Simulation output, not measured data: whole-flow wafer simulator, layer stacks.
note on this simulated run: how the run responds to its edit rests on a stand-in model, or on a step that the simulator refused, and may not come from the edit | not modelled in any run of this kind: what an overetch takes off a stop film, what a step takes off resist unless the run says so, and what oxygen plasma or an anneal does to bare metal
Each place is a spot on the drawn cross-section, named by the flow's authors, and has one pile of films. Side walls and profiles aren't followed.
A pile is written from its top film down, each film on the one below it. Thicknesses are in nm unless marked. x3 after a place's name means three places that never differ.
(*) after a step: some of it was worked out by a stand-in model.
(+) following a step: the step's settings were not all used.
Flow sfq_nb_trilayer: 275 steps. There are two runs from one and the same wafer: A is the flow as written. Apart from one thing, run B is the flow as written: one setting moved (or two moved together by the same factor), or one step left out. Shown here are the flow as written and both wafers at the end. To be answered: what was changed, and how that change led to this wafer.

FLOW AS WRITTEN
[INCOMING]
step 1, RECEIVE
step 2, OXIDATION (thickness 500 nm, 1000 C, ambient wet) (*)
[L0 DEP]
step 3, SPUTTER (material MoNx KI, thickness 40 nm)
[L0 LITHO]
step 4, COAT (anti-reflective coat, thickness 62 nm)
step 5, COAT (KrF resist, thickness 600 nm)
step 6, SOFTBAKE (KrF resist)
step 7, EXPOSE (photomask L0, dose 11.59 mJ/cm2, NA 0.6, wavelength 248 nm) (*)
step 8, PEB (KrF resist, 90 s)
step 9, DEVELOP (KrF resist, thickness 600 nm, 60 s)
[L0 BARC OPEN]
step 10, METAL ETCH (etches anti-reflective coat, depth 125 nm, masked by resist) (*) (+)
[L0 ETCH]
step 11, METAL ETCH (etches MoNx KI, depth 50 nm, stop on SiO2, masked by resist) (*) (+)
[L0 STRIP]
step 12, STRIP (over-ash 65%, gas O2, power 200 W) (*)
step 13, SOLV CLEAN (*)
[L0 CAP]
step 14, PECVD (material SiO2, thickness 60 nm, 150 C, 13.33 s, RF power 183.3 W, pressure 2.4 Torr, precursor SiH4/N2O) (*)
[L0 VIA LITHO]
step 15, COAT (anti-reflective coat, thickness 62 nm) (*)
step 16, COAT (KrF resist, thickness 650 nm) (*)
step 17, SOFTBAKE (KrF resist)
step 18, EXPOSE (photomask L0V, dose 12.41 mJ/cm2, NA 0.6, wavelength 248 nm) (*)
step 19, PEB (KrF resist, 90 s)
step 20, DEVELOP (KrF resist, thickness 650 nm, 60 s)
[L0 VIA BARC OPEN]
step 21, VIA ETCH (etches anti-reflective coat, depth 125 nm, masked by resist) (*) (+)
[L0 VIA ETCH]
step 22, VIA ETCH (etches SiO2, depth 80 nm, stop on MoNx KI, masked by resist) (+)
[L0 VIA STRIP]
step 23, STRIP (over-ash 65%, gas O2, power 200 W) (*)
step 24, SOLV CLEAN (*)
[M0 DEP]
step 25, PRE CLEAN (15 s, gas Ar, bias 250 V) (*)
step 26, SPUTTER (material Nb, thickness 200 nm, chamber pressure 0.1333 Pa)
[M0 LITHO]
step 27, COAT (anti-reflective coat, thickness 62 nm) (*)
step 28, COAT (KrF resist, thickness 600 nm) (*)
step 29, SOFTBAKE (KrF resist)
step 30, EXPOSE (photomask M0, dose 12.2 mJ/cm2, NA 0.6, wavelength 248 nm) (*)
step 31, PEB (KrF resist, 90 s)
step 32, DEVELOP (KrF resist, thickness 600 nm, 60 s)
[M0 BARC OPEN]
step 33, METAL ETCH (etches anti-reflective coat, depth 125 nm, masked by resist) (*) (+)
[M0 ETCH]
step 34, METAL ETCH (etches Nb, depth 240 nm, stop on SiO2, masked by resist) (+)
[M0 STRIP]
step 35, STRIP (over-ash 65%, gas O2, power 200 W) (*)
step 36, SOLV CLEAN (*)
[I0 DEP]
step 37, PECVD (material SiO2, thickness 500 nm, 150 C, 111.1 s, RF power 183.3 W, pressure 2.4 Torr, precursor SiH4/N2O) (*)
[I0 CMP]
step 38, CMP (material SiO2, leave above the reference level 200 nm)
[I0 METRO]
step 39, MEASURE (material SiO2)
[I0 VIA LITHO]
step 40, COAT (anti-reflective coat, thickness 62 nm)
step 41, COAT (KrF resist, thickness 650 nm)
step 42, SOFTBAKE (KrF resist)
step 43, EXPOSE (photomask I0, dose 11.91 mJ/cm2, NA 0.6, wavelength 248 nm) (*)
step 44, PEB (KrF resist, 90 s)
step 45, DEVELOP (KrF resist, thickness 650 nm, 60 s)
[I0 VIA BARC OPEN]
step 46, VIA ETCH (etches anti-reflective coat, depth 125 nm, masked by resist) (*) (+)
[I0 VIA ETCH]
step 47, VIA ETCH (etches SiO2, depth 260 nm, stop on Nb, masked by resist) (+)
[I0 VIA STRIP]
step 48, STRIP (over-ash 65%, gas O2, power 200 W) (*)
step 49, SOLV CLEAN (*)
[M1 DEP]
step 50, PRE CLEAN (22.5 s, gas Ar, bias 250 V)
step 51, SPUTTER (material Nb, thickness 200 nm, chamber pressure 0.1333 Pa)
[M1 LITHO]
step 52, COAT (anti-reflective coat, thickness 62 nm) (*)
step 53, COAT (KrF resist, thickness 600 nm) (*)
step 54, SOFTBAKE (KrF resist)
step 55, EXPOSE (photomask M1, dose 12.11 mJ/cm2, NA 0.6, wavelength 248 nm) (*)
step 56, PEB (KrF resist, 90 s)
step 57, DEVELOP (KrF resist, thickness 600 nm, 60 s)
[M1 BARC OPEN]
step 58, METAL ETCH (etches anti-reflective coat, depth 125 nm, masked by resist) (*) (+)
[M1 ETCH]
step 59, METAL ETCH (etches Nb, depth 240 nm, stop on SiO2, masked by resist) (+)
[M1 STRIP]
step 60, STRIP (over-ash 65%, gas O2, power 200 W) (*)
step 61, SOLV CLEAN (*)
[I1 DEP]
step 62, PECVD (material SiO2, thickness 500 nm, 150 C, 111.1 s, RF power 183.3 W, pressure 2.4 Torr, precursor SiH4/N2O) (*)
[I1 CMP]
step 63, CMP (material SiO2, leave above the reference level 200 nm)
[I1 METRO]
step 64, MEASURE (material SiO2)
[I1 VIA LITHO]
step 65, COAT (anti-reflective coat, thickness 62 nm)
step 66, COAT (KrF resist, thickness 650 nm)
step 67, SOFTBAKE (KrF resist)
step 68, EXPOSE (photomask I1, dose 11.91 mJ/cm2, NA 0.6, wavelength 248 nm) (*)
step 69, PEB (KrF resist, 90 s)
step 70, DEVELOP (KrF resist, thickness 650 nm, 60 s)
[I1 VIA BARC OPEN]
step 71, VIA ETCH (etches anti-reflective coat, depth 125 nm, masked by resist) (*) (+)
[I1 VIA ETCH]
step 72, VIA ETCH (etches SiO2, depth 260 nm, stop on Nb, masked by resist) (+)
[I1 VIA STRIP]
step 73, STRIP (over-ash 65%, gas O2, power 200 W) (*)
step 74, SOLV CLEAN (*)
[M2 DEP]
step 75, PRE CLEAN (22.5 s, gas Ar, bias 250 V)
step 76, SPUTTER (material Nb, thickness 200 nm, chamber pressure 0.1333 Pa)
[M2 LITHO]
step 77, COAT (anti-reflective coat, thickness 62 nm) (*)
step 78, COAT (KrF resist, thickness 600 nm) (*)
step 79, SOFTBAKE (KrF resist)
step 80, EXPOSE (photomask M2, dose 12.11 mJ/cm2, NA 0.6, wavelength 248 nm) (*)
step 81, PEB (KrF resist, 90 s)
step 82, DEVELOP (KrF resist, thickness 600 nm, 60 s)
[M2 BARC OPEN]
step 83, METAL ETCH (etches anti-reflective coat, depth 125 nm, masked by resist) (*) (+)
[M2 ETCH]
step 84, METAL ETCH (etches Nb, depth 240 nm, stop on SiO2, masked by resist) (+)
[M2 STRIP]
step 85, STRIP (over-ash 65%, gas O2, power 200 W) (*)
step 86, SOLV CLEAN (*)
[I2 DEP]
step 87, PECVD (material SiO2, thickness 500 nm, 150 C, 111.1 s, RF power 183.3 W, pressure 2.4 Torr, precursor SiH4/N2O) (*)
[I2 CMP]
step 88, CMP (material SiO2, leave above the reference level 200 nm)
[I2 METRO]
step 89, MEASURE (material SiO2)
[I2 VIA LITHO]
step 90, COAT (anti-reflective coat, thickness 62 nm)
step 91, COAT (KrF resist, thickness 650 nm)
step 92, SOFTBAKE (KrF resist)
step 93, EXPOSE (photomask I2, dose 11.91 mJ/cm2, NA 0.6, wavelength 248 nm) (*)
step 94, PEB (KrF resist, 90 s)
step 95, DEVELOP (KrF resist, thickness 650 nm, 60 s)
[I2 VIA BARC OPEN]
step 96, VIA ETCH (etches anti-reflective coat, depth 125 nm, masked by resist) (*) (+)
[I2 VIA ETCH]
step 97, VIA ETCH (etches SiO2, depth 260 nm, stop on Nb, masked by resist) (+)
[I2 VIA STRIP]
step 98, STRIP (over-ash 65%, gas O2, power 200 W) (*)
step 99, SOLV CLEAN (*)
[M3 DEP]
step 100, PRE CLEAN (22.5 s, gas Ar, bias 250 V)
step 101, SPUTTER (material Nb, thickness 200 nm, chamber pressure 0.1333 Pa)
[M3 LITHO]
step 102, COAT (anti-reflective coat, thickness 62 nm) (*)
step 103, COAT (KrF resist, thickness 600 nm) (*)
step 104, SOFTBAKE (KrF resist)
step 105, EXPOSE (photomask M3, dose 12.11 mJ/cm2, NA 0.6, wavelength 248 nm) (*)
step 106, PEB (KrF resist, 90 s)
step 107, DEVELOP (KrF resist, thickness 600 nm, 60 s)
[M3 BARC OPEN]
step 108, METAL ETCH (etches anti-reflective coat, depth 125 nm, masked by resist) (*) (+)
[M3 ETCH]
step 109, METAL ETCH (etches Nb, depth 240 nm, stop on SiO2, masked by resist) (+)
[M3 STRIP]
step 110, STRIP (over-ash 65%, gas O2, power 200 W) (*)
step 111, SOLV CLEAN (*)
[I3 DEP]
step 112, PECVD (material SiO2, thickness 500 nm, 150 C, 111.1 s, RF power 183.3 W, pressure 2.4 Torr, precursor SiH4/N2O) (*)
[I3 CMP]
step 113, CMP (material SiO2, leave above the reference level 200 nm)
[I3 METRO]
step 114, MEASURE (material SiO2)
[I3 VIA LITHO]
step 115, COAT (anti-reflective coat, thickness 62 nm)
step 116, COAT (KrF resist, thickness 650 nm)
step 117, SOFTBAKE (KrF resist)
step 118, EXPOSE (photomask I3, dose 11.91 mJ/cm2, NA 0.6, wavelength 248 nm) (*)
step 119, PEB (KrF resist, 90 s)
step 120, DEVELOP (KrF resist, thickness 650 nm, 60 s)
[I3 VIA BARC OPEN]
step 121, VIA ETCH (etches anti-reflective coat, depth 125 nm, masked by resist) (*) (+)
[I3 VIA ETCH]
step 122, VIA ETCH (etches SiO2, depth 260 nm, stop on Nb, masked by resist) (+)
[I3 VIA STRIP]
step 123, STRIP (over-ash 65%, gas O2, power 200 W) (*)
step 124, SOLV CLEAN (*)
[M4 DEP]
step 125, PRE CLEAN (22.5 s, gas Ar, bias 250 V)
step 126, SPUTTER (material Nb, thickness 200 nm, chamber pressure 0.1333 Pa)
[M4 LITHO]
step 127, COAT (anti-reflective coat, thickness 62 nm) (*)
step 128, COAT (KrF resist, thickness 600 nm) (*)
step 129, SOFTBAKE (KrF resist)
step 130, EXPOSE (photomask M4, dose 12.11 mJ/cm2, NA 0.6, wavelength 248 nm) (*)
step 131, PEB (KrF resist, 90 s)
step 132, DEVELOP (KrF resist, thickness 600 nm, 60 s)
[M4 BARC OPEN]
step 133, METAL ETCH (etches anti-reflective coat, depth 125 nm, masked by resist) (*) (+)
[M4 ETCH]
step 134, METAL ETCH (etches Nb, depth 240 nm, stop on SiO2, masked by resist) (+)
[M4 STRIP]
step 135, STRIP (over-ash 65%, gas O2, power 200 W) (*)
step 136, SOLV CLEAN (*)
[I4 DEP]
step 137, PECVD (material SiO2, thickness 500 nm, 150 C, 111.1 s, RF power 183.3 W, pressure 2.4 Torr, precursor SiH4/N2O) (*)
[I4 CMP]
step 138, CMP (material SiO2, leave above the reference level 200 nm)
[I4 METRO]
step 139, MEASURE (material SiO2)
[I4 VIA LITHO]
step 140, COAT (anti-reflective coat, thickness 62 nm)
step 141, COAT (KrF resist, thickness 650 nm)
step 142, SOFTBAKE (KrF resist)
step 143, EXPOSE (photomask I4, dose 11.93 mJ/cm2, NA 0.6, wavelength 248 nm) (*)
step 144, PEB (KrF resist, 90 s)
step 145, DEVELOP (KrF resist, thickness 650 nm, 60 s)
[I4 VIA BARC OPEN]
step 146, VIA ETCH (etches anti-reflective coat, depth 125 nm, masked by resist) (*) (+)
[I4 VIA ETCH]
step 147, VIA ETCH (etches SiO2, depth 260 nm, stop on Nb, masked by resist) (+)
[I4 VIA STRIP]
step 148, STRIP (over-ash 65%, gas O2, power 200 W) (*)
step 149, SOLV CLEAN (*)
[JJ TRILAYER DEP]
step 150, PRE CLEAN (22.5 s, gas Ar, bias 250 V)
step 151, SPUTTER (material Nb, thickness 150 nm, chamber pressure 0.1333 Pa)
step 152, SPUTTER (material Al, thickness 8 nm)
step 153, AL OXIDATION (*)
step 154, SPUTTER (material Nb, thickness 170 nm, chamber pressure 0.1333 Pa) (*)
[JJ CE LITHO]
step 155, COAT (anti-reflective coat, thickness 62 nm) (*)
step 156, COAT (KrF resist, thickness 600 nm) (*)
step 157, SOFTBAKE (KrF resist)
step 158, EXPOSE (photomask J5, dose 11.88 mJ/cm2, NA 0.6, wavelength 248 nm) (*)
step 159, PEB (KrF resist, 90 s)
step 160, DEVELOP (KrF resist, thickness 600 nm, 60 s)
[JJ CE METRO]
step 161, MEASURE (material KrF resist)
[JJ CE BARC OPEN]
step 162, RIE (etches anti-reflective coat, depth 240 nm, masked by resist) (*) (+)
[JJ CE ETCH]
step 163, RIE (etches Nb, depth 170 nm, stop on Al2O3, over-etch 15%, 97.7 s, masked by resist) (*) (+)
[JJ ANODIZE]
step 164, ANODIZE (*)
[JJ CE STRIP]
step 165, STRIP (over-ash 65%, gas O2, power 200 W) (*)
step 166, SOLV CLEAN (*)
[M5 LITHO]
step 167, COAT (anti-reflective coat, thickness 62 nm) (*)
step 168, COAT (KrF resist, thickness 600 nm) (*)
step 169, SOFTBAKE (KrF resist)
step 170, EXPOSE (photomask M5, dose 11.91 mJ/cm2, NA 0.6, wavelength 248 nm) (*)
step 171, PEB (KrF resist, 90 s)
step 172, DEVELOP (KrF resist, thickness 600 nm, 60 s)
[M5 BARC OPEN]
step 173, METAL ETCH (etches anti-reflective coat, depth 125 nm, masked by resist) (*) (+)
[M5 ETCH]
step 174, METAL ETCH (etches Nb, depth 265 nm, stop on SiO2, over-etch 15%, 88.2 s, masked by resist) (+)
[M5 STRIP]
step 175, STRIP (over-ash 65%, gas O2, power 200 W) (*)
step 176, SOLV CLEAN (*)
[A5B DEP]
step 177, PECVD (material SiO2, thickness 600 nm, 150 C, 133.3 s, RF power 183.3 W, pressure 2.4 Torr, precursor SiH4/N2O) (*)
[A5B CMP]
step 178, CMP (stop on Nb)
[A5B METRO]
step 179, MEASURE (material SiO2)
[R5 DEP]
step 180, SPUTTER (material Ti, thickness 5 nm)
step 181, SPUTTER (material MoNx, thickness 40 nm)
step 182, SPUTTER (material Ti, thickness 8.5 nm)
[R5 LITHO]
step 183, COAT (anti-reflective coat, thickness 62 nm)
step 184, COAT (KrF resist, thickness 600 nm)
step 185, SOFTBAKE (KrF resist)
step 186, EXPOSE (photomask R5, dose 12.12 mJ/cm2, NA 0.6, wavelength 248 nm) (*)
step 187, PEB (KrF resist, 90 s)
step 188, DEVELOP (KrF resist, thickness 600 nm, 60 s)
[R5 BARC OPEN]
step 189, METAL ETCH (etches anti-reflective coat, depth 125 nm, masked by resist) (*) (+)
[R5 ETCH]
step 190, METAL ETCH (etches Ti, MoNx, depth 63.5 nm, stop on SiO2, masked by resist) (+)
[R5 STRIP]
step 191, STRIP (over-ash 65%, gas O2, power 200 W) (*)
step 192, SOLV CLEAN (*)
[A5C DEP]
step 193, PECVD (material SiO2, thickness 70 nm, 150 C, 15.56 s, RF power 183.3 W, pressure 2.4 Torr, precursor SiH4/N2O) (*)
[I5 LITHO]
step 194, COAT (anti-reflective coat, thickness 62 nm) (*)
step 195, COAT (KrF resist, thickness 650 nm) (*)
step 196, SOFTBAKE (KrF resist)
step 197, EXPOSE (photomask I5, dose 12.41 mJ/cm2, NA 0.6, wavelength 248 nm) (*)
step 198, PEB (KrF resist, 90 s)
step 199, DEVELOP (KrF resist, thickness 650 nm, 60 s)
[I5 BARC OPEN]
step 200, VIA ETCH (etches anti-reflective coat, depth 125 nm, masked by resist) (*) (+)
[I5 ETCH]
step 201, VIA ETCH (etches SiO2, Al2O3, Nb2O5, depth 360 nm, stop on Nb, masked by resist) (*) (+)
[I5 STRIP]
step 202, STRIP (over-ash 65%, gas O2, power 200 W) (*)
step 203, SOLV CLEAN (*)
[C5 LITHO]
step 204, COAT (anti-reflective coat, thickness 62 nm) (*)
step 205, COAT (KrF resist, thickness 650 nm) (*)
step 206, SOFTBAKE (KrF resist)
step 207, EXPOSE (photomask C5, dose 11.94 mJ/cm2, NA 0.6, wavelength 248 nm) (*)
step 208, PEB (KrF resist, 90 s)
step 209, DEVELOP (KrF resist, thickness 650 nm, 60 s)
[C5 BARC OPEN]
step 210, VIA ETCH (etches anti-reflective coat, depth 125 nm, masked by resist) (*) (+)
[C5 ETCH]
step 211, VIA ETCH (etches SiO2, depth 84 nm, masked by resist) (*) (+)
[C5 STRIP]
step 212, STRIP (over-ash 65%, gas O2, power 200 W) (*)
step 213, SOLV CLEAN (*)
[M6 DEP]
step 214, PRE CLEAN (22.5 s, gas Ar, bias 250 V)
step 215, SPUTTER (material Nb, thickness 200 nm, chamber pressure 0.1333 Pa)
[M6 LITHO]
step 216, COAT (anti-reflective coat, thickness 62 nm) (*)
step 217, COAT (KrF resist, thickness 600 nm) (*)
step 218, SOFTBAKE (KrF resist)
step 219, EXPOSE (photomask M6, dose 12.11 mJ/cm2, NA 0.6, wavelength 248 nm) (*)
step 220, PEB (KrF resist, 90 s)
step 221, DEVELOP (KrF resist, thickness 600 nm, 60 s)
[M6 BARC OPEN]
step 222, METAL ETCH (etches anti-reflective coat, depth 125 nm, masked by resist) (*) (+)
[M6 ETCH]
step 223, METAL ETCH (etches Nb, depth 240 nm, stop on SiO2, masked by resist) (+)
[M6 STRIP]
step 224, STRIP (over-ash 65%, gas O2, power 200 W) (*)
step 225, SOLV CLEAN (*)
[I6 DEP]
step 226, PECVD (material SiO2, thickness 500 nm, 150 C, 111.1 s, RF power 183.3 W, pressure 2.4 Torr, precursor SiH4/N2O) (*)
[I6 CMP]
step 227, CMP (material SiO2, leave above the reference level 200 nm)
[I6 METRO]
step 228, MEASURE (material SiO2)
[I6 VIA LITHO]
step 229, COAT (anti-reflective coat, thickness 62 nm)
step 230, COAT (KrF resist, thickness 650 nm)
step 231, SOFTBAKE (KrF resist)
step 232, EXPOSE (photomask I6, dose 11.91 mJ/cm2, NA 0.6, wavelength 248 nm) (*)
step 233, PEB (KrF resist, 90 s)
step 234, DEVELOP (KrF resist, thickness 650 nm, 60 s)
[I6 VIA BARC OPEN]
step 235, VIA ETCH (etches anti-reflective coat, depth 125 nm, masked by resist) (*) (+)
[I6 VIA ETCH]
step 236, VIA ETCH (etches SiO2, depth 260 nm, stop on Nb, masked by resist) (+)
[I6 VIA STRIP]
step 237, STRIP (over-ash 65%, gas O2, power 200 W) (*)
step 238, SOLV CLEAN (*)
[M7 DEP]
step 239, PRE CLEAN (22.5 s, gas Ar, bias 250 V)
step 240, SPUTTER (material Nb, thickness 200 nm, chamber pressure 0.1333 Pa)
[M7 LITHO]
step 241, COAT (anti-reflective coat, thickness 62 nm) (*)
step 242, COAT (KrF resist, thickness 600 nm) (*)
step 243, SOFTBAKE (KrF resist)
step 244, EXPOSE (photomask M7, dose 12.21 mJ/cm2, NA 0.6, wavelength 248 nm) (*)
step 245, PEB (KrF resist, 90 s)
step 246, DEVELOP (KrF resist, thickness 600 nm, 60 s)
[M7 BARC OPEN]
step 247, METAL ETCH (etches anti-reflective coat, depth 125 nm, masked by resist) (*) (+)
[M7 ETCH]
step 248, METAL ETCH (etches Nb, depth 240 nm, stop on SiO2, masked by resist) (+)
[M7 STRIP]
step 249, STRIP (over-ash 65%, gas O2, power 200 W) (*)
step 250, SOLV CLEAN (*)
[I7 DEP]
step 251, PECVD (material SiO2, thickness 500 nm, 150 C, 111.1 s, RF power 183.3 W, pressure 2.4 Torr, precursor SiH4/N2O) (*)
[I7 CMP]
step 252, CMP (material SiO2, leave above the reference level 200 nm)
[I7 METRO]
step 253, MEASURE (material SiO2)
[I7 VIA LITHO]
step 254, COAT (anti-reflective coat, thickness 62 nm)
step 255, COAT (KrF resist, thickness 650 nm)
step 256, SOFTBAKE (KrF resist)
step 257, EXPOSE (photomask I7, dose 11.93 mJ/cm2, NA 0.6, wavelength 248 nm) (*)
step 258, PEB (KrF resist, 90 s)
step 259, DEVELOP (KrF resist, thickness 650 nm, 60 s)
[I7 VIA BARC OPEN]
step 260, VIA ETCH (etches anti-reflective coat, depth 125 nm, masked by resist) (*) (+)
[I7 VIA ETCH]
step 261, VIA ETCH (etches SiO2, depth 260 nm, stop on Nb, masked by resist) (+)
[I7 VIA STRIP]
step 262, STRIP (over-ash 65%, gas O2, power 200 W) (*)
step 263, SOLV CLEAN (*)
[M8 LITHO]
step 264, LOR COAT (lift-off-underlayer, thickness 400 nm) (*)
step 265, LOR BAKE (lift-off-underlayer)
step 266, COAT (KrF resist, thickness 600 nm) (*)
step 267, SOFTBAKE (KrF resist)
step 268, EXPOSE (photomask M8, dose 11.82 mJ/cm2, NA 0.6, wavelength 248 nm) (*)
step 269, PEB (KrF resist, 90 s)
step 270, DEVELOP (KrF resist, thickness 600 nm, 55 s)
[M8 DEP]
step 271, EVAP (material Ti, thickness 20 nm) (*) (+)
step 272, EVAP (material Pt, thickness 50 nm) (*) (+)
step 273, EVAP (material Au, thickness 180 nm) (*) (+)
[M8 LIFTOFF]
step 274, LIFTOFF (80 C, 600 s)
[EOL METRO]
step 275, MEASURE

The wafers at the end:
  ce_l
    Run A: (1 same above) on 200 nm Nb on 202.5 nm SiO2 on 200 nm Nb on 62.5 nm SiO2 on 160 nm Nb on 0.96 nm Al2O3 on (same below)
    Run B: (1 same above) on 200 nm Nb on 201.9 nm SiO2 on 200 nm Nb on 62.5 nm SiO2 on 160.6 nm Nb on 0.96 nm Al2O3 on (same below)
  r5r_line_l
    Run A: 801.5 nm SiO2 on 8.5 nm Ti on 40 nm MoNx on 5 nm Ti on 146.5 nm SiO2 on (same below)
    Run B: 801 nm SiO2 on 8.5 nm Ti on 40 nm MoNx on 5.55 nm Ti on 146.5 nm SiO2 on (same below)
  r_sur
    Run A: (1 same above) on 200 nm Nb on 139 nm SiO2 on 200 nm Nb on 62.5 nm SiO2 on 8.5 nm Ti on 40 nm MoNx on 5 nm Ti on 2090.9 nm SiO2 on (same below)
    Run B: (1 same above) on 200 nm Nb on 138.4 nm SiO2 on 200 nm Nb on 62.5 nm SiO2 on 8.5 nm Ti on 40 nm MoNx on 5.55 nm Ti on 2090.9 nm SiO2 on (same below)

Cause: step 180, SPUTTER: thickness 5.55 nm was run, while the flow as written has thickness 5 nm.
The wafer lets one read it off: r5r_line_l has Ti 5.55, and step 180 as written asks for 5 nm.

How this came from the change, step by step:
  step 180, SPUTTER (material Ti, thickness 5 nm)
      field_l, v_sur, via_wl and 103 more: A Ti gains 5 (new film) | B Ti gains 5.55 (new film)
  step 190, METAL ETCH (etches Ti, MoNx, depth 63.5 nm, stop on SiO2, masked by resist) (+)
      field_l, v_sur, via_wl and 92 more: A Ti loses 8.5 (all of it), MoNx loses 40 (all of it), Ti loses 5 (all of it) | B Ti loses 8.5 (all of it), MoNx loses 40 (all of it), Ti loses 5.55 (all of it)
      ce_l, c5j, ce_r, wl_jj: A Ti loses 8.5 (all of it), MoNx loses 40 (all of it), Ti loses 5 (all of it), Nb loses 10 | B Ti loses 8.5 (all of it), MoNx loses 40 (all of it), Ti loses 5.55 (all of it), Nb loses 9.45
